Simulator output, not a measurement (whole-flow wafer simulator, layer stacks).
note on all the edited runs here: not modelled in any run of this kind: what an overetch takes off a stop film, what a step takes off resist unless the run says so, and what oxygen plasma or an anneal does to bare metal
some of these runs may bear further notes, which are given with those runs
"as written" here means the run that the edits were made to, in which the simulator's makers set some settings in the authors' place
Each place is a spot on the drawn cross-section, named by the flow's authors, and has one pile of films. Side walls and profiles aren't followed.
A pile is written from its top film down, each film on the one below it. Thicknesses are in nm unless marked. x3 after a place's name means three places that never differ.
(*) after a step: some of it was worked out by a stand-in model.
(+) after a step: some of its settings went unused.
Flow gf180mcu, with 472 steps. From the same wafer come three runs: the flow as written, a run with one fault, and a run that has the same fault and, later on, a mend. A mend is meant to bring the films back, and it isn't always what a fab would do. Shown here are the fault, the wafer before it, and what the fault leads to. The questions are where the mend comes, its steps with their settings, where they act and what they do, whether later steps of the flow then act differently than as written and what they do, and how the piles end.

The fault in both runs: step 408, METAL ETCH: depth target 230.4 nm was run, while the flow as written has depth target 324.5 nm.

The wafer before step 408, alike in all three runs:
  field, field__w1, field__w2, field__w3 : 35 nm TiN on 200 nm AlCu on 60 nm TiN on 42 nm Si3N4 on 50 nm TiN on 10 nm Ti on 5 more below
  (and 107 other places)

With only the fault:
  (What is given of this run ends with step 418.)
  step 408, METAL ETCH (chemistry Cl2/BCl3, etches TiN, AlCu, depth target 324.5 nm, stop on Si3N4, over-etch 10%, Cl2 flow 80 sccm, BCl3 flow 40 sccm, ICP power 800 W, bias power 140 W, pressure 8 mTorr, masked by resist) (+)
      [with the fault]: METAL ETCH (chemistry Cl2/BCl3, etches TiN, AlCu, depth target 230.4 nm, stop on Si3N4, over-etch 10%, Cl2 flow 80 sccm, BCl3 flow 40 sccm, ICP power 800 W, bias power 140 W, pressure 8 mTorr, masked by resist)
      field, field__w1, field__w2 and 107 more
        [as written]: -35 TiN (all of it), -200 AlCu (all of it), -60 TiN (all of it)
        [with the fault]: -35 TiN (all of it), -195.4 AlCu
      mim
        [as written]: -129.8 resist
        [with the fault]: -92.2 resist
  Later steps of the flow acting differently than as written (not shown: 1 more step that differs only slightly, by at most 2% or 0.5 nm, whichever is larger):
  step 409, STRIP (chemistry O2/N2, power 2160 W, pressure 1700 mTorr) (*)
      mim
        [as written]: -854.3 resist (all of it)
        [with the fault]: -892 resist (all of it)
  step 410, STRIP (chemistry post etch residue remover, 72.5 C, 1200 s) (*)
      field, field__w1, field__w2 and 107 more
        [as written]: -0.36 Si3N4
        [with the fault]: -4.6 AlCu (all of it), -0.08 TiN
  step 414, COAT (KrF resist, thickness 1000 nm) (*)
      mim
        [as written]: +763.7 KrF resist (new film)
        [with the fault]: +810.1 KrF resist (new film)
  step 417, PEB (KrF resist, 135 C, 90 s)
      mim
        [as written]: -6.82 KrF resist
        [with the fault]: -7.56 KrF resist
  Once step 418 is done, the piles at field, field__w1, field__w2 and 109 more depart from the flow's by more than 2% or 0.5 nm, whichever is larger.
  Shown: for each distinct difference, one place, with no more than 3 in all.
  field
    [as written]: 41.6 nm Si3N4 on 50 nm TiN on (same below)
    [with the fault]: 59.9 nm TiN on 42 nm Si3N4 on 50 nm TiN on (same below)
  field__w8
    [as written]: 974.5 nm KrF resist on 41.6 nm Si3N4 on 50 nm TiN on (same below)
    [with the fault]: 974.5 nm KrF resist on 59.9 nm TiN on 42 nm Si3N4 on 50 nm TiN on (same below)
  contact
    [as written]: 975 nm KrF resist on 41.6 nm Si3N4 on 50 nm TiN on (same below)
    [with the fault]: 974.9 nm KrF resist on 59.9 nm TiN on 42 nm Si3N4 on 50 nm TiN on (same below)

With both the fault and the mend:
  After step 410 comes the mend.
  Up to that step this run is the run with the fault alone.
  step 410a, DEHYDRATE (200 C, 60 s) (the flow's step 401, run once more)
      leaves every film unchanged at each place that is followed
  step 410b, HMDS (120 C, 60 s) (the flow's step 402, run once more)
      leaves every film unchanged at each place that is followed
  step 410c, COAT (resist, thickness 1000 nm) (*) (the flow's step 403, run once more)
      field__w8, m1__w1, iso_ptap_pw and 39 more
        +1000 resist (new film)
      p_well, sti, spacer, sd_n, mim_1p0, pad, dice_street
        +1000.5 resist (new film)
      field, ld_sd_p, ld_gate_p, ld_acc_p, ld_fp_p, ld_drift_p
        +1001.3 resist (new film)
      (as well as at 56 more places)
  step 410d, SOFTBAKE (resist) (the flow's step 404, run once more)
      ld_sd_p, ld_drn_p
        -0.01 resist
      gate_p_hv, gate_p_hv5
        -0.08 resist
      npoly_u, ppoly_u
        +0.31 resist
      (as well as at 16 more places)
  step 410e, EXPOSE (photomask FuseTop) (the flow's step 405, run once more)
      leaves every film unchanged at each place that is followed
  step 410f, PEB (resist, 70.3 s) (the flow's step 406, run once more)
      field, field__w1, field__w5 and 95 more
        -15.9 resist
      field__w2, field__w3, field__w12, pplus_u, ppoly_sal, nw_enc_fld_lv__w1, nw_enc_fld_lv__w4
        -16 resist
      field__w11, field__w13, ppoly_u, npoly_sal
        -16.2 resist
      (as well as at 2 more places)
  step 410g, DEVELOP (thickness 1000 nm, 60 s) (the flow's step 407, run once more)
      field__w8, m1__w1, iso_ptap_pw and 39 more
        -984.1 resist (all of it)
      p_well, sti, spacer, sd_n, mim_1p0, pad, dice_street
        -984.6 resist (all of it)
      field, ld_sd_p, ld_gate_p, ld_acc_p, ld_fp_p, ld_drift_p
        -985.4 resist (all of it)
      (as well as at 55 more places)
  step 410h, METAL ETCH (chemistry Cl2/BCl3, etches TiN, AlCu, depth target 94.1 nm, stop on Si3N4, over-etch 10%, Cl2 flow 80 sccm, BCl3 flow 40 sccm, ICP power 800 W, bias power 140 W, pressure 8 mTorr, masked by resist) (+) (the flow's step 408, run once more with other settings)
      field, field__w1, field__w2 and 107 more
        -59.9 TiN (all of it)
      mim
        -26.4 resist
  step 410i, STRIP (chemistry O2/N2, power 2160 W, pressure 1700 mTorr) (*) (the flow's step 409, run once more)
      mim
        -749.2 resist (all of it)
  step 410j, STRIP (chemistry post etch residue remover, 72.5 C, 1200 s) (*) (the flow's step 410, run once more)
      field, field__w1, field__w2 and 107 more
        -0.36 Si3N4
      mim
        -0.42 TiN
  None of the later steps of the flow differs from how it acts as written, at any place that is followed, by more than 2% or 0.5 nm, whichever is larger.
  The piles end only slightly different from the flow's at the places that both follow, by no more than 2% or 0.5 nm, whichever is larger.
